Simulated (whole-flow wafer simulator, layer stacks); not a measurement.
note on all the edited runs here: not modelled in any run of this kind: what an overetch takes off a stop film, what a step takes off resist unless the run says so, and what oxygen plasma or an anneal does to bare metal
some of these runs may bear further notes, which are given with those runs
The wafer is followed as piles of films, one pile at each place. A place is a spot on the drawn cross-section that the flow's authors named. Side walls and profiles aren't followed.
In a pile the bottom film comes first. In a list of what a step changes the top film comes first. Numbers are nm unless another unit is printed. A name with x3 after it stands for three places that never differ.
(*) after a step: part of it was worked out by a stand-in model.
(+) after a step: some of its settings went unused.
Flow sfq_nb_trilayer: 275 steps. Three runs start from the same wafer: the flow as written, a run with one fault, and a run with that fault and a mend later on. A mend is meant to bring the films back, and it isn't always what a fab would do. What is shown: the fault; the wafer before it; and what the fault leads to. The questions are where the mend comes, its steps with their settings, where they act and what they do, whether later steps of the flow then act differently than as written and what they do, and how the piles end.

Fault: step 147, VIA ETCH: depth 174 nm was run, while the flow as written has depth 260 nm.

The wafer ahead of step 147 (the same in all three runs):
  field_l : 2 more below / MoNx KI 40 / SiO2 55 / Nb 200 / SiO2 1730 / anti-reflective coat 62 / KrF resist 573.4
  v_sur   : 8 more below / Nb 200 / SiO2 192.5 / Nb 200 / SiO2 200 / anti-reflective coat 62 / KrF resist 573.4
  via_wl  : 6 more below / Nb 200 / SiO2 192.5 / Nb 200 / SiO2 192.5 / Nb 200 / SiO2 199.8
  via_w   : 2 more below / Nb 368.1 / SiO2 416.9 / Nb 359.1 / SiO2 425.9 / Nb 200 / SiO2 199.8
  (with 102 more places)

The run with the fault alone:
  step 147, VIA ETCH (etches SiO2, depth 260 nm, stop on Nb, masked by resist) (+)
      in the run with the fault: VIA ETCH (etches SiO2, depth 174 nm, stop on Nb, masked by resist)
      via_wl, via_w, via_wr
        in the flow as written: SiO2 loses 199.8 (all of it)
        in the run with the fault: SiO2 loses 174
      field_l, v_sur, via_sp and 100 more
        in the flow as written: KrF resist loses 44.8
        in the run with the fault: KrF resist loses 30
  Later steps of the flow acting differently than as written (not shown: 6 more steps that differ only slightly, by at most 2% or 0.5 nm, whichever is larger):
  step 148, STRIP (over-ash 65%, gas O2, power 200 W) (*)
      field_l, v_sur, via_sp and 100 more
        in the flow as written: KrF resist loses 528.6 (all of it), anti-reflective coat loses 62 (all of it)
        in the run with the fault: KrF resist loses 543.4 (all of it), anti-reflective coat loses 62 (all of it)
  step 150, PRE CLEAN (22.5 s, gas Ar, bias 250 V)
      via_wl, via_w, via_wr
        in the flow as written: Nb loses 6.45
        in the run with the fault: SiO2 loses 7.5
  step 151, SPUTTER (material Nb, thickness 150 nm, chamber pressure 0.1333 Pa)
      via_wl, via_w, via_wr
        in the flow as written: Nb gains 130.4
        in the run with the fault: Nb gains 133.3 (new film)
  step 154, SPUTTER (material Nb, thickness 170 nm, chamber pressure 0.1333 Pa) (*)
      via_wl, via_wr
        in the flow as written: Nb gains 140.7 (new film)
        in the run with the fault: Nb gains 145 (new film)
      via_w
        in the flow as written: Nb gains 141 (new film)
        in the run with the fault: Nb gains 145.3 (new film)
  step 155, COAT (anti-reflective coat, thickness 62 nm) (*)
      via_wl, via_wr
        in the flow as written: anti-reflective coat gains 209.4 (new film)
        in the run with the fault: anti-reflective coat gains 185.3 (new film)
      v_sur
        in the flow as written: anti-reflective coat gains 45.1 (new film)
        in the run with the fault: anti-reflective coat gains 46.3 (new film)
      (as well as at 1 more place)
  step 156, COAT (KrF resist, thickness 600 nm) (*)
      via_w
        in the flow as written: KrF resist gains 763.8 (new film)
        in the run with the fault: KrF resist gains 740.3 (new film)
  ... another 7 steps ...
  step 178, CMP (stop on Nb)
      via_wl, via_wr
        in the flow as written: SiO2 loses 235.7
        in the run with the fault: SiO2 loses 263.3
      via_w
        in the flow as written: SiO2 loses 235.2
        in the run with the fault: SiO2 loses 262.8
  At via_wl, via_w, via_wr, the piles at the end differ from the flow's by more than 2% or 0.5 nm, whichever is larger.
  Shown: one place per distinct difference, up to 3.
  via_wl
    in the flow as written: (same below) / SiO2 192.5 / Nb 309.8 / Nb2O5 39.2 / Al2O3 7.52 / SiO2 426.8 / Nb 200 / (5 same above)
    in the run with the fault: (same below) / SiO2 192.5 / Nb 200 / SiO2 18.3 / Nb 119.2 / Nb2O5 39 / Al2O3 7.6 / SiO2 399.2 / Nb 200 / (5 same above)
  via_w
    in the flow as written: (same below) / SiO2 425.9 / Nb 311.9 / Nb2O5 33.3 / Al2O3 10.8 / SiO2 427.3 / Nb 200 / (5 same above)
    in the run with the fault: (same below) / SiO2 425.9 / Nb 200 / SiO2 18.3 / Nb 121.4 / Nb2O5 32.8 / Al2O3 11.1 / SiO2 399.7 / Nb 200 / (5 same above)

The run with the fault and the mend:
  The mend stands after step 148.
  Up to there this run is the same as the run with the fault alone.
  step 148a, COAT (anti-reflective coat, thickness 62 nm) (*) (a further turn of the flow's step 140)
      p4_fl x3, p4_w1 x9, p4_g1 x2 and 63 more
        anti-reflective coat gains 62 (new film)
      r_sur, res, r_end and 9 more
        anti-reflective coat gains 61.7 (new film)
      ce_l, c5j, ce_r, sp_r, be_r
        anti-reflective coat gains 61.6 (new film)
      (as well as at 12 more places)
  step 148b, COAT (KrF resist, thickness 650 nm) (*) (a further turn of the flow's step 141)
      p4_fl x3, p4_w1 x9, p4_g1 x2 and 63 more
        KrF resist gains 650 (new film)
      moat, field_r, lsp_l, ln_m5, lsp_m, ln_m6, lsp_r, l0_sur
        KrF resist gains 649.4 (new film)
      res, r_end, l0v
        KrF resist gains 649.3 (new film)
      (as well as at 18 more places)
  step 148c, SOFTBAKE (KrF resist) (a further turn of the flow's step 142)
      leaves every film unchanged at each place that is followed
  step 148d, EXPOSE (photomask I4, dose 11.93 mJ/cm2, NA 0.6, wavelength 248 nm) (*) (a further turn of the flow's step 143)
      leaves every film unchanged at each place that is followed
  step 148e, PEB (KrF resist, 90 s) (a further turn of the flow's step 144)
      c5j, ce_r, sp_r and 90 more
        KrF resist loses 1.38
      v_sur, wire, be, be_sur, gap, jj_sur, ce_l
        KrF resist loses 1.37
      via_sp, via_v
        KrF resist loses 1.36
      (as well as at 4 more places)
  step 148f, DEVELOP (KrF resist, thickness 650 nm, 60 s) (a further turn of the flow's step 145)
      field_l, v_sur, via_sp and 100 more
        KrF resist loses 23.5
      via_wl
        KrF resist loses 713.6 (all of it)
      via_w
        KrF resist loses 766.3 (all of it)
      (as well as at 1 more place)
  step 148g, VIA ETCH (etches anti-reflective coat, depth 125 nm, masked by resist) (+) (a further turn of the flow's step 146)
      field_l, v_sur, via_sp and 100 more
        KrF resist loses 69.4
      via_wl, via_wr
        anti-reflective coat loses 125
      via_w
        anti-reflective coat loses 82.6 (all of it), SiO2 loses 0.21
  step 148h, VIA ETCH (etches SiO2, depth 86 nm, stop on Nb, masked by resist) (*) (+) (a further turn of the flow's step 147, with different settings)
      field_l, v_sur, via_sp and 100 more
        KrF resist loses 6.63
      via_wl
        anti-reflective coat loses 16 (all of it), SiO2 loses 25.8 (all of it)
      via_w
        SiO2 loses 25.6 (all of it)
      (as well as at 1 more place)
  step 148i, STRIP (over-ash 65%, gas O2, power 200 W) (*) (a further turn of the flow's step 148)
      p4_fl x3, p4_w1 x9, p4_g1 x2 and 63 more
        KrF resist loses 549 (all of it), anti-reflective coat loses 62 (all of it)
      r_end, moat, field_r, lsp_l, ln_m5, lsp_r, l0_sur
        KrF resist loses 548.4 (all of it), anti-reflective coat loses 61.7 (all of it)
      r_sur, res, l0v
        KrF resist loses 548.3 (all of it), anti-reflective coat loses 61.7 (all of it)
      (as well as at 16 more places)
  Later steps of the flow that are run all act as written at every place that is followed, up to a difference of at most 2% or 0.5 nm, whichever is larger.
  At every place that both follow, the piles at the end match the flow's.
